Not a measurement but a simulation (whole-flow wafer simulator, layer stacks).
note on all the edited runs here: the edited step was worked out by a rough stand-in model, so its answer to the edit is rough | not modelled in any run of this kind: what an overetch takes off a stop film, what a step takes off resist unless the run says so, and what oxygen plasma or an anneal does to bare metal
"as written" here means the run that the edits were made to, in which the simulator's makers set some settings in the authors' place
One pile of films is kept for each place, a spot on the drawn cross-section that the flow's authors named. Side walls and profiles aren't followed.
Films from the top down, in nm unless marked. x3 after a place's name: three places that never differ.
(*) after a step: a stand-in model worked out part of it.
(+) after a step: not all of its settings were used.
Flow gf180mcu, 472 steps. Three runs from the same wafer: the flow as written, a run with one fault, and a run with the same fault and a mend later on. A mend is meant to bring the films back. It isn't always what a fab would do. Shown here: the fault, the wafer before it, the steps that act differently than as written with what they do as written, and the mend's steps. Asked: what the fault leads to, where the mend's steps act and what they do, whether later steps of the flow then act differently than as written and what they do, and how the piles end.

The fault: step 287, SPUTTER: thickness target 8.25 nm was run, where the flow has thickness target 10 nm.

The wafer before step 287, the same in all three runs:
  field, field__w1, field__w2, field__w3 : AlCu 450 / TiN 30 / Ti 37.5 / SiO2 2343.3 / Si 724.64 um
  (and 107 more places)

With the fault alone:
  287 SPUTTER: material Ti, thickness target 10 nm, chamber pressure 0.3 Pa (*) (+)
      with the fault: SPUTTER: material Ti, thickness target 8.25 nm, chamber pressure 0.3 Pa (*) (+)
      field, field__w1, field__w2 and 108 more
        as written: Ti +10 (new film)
        with the fault: Ti +8.25 (new film)
  Later steps of the flow that act differently than as written (4 more steps differ only slightly, by at most 2% or 0.5 nm, whichever is larger, and aren't shown):
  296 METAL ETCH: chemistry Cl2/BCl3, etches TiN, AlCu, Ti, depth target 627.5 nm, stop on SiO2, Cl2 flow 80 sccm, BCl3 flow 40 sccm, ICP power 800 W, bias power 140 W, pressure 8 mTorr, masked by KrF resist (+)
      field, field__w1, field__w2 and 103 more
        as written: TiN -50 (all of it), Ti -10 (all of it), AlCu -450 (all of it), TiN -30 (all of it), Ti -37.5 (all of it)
        with the fault: TiN -50 (all of it), Ti -8.25 (all of it), AlCu -450 (all of it), TiN -30 (all of it), Ti -37.5 (all of it)
  At the end the piles differ from the flow's by more than 2% or 0.5 nm, whichever is larger, at field__w8, contact, m1, m1__w1, m1_nw.
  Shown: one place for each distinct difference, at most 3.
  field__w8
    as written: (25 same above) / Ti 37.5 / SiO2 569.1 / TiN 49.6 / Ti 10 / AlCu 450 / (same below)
    with the fault: (25 same above) / Ti 37.5 / SiO2 570.9 / TiN 49.6 / Ti 8.25 / AlCu 450 / (same below)
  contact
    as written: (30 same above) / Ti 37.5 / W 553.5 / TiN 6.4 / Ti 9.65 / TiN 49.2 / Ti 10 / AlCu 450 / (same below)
    with the fault: (30 same above) / Ti 37.5 / W 555.3 / TiN 6.4 / Ti 9.64 / TiN 49.2 / Ti 8.25 / AlCu 450 / (same below)

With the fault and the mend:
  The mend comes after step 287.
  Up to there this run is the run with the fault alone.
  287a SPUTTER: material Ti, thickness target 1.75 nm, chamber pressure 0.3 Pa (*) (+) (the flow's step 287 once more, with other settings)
      field, field__w1, field__w2 and 108 more
        Ti +1.75
  No later step of the flow acts differently than as written at any place that is followed.
  At the end the piles are the same as the flow's at every place that both follow.
